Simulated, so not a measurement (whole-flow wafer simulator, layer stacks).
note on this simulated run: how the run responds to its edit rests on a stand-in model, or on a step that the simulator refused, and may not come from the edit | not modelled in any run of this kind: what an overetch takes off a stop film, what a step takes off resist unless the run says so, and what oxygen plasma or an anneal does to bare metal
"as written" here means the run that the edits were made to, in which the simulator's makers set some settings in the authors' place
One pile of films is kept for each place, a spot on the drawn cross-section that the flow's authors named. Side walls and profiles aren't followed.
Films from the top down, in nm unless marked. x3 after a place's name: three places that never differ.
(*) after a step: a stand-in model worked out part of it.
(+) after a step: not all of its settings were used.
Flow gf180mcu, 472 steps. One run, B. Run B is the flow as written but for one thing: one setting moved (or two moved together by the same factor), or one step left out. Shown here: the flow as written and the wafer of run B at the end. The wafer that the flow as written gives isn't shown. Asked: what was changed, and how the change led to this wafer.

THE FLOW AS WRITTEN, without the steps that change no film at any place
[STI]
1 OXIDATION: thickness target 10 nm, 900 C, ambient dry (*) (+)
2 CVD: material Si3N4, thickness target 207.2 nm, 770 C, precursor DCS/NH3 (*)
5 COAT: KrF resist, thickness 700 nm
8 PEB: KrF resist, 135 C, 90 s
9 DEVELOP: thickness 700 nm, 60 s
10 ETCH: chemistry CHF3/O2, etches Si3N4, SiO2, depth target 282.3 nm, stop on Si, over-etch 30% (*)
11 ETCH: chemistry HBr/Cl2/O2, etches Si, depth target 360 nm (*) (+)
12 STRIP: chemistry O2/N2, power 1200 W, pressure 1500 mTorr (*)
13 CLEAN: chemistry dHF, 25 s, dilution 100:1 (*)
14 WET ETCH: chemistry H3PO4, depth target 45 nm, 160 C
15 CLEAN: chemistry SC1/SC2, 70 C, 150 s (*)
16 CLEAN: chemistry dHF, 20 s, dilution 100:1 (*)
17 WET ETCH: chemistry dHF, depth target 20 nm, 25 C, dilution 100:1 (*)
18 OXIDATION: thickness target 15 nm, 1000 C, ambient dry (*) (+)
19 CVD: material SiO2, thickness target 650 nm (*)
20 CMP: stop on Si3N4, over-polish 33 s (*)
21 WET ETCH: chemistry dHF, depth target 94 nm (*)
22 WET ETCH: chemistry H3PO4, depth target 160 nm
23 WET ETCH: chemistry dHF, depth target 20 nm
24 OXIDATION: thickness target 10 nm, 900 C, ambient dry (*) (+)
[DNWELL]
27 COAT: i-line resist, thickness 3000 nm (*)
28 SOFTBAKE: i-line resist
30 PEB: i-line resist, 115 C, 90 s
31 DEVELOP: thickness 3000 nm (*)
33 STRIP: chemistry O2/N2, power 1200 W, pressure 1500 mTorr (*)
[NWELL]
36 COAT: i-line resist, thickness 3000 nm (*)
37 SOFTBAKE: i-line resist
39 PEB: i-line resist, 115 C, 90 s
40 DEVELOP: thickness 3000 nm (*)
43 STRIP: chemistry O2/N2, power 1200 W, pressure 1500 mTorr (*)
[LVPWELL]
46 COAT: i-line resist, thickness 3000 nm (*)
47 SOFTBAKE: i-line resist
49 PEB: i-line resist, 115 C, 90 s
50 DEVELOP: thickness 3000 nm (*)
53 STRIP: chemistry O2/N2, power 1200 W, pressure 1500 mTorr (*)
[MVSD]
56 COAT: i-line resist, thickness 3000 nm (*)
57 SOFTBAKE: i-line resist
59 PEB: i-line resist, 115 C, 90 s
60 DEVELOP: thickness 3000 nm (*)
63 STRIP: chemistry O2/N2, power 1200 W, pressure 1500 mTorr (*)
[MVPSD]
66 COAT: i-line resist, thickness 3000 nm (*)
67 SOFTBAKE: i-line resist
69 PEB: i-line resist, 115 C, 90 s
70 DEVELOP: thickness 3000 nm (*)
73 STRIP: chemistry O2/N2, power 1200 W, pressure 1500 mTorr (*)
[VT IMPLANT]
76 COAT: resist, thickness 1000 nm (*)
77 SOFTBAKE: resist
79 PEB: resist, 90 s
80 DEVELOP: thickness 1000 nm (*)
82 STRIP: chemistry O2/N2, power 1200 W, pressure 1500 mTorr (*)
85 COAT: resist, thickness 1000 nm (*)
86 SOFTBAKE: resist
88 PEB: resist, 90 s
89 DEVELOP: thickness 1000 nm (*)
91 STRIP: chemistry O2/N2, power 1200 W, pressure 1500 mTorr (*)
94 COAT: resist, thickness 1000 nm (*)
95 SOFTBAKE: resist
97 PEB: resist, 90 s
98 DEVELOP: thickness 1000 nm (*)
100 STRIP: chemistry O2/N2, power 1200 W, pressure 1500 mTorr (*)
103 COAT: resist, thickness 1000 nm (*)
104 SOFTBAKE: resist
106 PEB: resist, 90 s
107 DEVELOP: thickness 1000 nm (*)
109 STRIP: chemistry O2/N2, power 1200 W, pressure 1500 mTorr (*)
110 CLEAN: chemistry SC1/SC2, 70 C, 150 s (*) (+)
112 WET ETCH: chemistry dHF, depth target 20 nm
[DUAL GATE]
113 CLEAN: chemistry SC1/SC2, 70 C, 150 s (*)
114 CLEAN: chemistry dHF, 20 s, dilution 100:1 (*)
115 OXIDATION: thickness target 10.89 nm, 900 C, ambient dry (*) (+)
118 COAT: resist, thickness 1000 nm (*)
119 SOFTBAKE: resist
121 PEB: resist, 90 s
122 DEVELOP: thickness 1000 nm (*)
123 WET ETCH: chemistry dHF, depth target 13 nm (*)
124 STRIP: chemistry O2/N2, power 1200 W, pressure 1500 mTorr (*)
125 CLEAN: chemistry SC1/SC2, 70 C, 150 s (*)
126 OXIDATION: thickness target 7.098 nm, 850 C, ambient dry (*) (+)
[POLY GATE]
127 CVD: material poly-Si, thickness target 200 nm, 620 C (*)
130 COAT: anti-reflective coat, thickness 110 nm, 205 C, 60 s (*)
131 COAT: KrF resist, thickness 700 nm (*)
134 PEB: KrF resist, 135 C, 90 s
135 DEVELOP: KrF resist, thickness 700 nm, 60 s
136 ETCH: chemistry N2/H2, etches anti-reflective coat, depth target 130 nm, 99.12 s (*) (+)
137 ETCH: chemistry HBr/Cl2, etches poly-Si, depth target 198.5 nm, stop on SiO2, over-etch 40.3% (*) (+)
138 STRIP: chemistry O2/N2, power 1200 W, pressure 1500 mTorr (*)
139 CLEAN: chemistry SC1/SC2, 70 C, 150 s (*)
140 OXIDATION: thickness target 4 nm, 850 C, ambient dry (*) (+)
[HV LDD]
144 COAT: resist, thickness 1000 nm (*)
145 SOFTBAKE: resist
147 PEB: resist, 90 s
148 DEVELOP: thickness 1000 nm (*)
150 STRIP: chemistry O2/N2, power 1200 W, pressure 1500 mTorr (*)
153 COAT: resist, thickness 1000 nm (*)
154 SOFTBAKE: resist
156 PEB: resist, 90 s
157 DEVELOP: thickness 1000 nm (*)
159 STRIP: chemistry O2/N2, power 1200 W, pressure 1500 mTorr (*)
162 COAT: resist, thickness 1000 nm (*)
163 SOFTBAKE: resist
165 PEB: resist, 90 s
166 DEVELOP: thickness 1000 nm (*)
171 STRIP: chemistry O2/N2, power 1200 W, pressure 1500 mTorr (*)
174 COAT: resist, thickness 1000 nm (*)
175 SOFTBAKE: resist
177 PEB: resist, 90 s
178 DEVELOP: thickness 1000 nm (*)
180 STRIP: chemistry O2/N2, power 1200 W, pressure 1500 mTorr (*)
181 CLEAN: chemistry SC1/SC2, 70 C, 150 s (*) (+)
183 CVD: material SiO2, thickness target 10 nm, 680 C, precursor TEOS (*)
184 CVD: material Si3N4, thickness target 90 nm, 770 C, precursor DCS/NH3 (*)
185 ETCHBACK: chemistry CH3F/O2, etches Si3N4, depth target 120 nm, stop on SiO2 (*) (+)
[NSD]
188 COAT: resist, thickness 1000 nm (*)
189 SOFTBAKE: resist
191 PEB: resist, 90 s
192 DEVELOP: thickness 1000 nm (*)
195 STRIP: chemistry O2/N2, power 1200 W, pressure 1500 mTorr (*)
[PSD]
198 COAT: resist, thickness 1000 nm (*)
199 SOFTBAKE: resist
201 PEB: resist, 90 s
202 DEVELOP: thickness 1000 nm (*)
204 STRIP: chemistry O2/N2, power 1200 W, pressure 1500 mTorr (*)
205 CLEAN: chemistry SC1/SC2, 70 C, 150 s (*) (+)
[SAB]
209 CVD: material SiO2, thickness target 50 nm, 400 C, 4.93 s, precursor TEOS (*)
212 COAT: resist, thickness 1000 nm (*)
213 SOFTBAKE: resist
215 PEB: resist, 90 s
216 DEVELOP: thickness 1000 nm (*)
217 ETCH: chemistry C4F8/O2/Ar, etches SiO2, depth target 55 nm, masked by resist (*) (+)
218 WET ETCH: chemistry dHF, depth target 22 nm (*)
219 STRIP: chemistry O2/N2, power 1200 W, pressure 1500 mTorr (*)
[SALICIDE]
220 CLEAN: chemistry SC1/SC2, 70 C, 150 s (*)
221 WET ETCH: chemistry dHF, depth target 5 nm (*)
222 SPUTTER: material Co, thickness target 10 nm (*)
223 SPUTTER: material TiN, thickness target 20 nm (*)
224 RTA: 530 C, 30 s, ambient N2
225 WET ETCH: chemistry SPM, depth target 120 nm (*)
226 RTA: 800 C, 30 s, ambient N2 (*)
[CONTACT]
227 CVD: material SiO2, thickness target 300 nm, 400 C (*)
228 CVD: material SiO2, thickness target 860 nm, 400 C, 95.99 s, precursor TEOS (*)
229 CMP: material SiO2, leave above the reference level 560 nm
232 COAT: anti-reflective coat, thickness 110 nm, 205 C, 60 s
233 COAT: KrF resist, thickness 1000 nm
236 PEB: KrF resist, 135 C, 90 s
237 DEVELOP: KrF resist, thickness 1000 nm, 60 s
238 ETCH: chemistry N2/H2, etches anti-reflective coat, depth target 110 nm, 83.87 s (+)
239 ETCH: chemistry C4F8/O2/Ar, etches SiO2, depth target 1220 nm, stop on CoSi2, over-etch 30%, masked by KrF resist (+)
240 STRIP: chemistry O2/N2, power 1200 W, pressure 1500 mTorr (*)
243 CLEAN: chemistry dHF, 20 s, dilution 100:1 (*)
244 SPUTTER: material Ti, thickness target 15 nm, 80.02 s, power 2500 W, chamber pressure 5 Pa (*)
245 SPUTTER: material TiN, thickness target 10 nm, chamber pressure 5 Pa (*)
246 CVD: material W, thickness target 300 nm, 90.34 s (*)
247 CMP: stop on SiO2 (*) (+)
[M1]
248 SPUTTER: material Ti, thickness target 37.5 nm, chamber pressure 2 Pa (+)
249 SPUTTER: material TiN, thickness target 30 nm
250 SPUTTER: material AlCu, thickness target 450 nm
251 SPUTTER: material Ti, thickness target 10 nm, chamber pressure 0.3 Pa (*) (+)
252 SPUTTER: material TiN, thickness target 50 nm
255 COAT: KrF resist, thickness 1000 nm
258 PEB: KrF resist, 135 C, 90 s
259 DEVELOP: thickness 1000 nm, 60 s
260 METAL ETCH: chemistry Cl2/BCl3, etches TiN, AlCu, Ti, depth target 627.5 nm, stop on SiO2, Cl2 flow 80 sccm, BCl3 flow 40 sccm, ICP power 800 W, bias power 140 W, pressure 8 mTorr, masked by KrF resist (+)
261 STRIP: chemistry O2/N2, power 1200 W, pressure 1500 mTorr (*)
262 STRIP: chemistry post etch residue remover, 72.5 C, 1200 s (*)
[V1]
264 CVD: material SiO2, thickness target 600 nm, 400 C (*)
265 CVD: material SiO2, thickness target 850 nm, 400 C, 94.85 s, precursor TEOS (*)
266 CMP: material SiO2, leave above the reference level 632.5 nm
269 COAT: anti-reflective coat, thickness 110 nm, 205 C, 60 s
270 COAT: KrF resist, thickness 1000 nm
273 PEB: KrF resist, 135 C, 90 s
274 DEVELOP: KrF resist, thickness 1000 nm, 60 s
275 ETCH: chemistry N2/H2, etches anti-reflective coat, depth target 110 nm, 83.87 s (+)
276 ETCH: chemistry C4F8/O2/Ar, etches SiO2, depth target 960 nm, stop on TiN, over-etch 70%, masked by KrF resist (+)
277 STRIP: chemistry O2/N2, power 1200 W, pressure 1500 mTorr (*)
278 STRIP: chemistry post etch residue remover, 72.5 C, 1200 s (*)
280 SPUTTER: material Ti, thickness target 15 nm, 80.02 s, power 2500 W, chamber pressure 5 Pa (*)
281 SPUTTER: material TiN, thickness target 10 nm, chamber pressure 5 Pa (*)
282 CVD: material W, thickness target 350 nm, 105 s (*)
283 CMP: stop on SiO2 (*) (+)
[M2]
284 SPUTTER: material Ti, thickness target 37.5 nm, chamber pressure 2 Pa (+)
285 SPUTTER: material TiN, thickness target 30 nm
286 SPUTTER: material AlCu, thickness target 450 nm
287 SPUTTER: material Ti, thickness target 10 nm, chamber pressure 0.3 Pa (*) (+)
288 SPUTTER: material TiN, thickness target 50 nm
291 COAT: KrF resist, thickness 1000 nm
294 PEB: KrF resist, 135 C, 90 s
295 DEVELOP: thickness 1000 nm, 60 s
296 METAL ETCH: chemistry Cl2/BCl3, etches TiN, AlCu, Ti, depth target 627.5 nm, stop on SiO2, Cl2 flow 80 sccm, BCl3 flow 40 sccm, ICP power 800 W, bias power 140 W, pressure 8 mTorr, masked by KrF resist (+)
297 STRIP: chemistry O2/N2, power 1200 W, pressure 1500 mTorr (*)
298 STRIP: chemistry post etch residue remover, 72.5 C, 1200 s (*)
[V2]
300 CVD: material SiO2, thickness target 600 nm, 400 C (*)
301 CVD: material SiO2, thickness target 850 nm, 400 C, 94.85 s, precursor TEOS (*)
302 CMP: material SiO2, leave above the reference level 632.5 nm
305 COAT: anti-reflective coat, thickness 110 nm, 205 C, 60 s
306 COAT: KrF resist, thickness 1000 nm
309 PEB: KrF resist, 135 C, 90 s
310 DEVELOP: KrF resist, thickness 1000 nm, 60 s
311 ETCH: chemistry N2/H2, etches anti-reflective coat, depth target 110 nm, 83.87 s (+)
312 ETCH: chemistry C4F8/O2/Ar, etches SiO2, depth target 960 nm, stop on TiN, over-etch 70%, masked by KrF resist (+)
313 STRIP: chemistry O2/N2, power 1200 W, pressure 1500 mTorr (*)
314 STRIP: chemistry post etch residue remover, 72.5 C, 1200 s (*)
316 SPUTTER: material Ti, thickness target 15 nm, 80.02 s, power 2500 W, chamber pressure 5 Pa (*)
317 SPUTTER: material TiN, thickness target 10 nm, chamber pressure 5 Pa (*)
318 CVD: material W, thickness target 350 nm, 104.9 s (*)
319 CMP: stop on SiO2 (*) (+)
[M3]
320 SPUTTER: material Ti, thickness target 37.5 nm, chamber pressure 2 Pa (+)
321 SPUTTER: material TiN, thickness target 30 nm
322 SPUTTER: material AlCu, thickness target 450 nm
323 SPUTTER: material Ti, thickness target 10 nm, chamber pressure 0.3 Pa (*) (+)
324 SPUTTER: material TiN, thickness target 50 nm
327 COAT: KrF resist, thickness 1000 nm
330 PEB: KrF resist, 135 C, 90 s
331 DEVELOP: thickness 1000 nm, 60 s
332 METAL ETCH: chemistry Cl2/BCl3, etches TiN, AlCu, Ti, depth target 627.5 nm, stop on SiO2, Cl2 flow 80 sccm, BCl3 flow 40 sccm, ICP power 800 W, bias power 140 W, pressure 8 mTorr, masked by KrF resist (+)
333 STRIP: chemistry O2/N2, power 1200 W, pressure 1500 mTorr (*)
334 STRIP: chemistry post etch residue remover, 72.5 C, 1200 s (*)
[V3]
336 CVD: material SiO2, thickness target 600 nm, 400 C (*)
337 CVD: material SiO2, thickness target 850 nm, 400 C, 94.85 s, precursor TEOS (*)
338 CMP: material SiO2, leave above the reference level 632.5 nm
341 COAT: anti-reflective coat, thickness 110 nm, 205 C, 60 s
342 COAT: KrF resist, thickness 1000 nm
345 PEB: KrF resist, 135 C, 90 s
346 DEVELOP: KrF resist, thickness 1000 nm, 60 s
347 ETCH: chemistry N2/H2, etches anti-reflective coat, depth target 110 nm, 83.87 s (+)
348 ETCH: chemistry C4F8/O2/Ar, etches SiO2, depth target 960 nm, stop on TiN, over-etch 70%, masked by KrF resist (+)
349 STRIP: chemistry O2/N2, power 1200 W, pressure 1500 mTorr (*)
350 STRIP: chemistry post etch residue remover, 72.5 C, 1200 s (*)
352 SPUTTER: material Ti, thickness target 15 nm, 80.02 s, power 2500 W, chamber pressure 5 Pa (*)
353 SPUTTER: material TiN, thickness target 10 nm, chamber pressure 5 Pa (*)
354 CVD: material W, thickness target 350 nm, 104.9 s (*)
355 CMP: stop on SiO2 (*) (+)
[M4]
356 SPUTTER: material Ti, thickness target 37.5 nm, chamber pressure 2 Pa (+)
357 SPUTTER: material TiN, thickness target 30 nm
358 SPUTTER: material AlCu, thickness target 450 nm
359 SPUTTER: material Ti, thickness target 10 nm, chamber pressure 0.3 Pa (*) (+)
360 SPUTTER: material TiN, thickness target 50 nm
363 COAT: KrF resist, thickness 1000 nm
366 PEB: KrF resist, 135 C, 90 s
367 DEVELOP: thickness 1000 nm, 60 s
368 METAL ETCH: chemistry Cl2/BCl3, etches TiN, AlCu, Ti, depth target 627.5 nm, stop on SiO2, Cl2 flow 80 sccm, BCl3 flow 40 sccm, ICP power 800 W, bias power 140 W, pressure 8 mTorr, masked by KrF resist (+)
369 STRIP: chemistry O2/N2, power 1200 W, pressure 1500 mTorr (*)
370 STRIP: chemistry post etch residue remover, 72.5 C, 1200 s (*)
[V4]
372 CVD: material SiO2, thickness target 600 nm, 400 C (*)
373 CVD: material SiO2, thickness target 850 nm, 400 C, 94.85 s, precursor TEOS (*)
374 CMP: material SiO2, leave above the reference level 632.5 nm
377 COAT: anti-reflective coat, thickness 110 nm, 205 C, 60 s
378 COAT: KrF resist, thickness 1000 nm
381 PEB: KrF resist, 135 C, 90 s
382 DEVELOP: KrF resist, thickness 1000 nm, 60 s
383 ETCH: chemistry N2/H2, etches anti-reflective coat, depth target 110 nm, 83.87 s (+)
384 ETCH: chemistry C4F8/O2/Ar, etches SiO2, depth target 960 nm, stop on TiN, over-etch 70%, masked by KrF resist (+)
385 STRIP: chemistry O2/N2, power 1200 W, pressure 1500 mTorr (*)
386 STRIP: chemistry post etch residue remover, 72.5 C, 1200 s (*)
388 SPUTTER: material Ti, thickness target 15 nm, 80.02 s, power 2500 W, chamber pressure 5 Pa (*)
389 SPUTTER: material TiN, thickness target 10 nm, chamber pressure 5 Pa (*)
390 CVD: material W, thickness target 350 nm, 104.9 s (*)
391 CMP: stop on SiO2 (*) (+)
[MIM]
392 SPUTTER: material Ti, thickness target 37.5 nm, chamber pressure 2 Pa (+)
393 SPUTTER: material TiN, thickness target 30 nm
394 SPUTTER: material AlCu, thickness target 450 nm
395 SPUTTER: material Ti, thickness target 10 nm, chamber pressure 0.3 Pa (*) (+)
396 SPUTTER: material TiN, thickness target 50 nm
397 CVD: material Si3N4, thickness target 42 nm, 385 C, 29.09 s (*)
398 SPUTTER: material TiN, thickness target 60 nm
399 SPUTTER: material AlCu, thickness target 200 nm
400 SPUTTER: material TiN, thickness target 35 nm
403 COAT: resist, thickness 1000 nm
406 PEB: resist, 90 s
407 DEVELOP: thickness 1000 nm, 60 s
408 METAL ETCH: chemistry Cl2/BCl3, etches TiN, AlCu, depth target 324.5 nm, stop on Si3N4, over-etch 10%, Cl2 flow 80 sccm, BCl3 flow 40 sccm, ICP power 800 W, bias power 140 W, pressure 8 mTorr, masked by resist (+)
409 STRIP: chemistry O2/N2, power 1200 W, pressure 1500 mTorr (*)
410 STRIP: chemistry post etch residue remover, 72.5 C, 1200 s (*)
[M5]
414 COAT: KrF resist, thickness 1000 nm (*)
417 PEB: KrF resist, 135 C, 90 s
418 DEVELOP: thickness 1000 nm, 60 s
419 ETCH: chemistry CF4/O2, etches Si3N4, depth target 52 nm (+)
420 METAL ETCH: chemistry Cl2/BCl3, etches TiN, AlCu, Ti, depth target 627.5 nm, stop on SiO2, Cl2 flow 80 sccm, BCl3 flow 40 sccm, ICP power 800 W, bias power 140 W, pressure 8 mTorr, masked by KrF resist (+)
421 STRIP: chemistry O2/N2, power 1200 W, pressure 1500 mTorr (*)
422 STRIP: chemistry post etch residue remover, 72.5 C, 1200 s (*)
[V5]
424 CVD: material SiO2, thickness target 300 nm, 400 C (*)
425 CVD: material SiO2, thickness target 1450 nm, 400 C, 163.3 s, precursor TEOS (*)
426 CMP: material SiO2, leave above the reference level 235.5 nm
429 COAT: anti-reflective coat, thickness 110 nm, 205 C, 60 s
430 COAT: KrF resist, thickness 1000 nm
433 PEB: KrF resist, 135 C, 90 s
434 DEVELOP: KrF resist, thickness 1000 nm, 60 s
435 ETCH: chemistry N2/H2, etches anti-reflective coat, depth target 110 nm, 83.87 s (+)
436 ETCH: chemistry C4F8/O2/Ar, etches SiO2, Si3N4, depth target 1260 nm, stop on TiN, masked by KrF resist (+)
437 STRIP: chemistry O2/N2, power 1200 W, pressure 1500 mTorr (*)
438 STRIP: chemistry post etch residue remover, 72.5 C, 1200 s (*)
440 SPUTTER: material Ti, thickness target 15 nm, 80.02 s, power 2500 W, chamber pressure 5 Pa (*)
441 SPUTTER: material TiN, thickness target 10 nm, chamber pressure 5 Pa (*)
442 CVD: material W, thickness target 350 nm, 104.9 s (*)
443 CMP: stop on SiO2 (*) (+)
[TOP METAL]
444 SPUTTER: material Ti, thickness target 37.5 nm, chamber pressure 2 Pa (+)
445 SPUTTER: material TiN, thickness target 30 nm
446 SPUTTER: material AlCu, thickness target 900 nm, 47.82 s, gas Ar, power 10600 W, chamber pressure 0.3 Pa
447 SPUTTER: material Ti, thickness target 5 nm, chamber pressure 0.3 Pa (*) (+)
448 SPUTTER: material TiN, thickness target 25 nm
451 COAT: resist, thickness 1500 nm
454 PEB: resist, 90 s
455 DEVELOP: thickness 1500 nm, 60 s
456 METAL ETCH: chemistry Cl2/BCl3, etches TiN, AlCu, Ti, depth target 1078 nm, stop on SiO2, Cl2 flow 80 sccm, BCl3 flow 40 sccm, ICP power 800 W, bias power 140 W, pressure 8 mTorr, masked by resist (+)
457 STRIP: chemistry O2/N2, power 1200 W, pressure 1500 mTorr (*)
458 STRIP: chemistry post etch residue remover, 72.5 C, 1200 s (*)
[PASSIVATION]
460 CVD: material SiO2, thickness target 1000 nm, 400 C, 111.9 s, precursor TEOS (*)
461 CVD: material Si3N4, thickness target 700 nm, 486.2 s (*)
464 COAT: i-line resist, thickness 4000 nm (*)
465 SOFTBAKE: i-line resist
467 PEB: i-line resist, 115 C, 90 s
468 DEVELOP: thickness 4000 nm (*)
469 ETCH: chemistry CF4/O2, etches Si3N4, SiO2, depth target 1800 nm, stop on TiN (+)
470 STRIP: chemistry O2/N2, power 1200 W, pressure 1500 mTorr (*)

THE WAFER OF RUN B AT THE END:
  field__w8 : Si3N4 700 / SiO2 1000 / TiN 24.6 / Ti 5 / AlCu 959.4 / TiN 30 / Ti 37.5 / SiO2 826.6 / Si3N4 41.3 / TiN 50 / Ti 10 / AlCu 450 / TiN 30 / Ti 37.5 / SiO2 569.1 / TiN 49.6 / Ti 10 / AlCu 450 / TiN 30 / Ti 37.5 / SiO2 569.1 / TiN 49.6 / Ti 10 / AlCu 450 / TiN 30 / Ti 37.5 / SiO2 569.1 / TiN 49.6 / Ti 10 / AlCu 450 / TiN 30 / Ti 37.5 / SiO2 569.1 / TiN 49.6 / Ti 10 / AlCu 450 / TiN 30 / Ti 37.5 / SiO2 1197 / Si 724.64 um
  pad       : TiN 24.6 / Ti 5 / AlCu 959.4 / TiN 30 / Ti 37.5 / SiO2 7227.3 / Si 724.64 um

The cause: step 446, SPUTTER: thickness target 959.4 nm was run, where the flow has thickness target 900 nm.
It can be read off the wafer: field__w8 has AlCu 959.4, and step 446 as written asks for 900 nm.

How the change led to this, step by step:
  446 SPUTTER: material AlCu, thickness target 900 nm, 47.82 s, gas Ar, power 10600 W, chamber pressure 0.3 Pa
      field, field__w1, field__w2 and 109 more: AlCu +959.4 (new film) (as written it would be: AlCu +900 (new film))
  456 METAL ETCH: chemistry Cl2/BCl3, etches TiN, AlCu, Ti, depth target 1078 nm, stop on SiO2, Cl2 flow 80 sccm, BCl3 flow 40 sccm, ICP power 800 W, bias power 140 W, pressure 8 mTorr, masked by resist (+)
      field, field__w1, field__w2 and 103 more: TiN -25 (all of it), Ti -5 (all of it), AlCu -959.4 (all of it), TiN -30 (all of it), Ti -37.5 (all of it) (as written it would be: TiN -25 (all of it), Ti -5 (all of it), AlCu -900 (all of it), TiN -30 (all of it), Ti -37.5 (all of it))
  464 COAT: i-line resist, thickness 4000 nm (*)
      contact: i-line resist +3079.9 (new film) (as written it would be: i-line resist +3153.6 (new film))
      m1: i-line resist +3082.5 (new film) (as written it would be: i-line resist +3158.3 (new film))
      (and at 1 more place)
  465 SOFTBAKE: i-line resist
      field__w11, field__w13: i-line resist +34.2 (as written it would be: i-line resist +37.9)
      field: i-line resist -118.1 (as written it would be: i-line resist -120.6)
      (and at 65 more places)
  467 PEB: i-line resist, 115 C, 90 s
      field__w8, m1__w1: i-line resist -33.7 (as written it would be: i-line resist -34.7)
      contact, m1: i-line resist -34 (as written it would be: i-line resist -35.1)
      (and at 2 more places)
  470 STRIP: chemistry O2/N2, power 1200 W, pressure 1500 mTorr (*)
      field__w8, m1__w1: i-line resist -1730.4 (all of it) (as written it would be: i-line resist -1787.7 (all of it))
      contact: i-line resist -1746.6 (all of it) (as written it would be: i-line resist -1811.2 (all of it))
      (and at 2 more places)
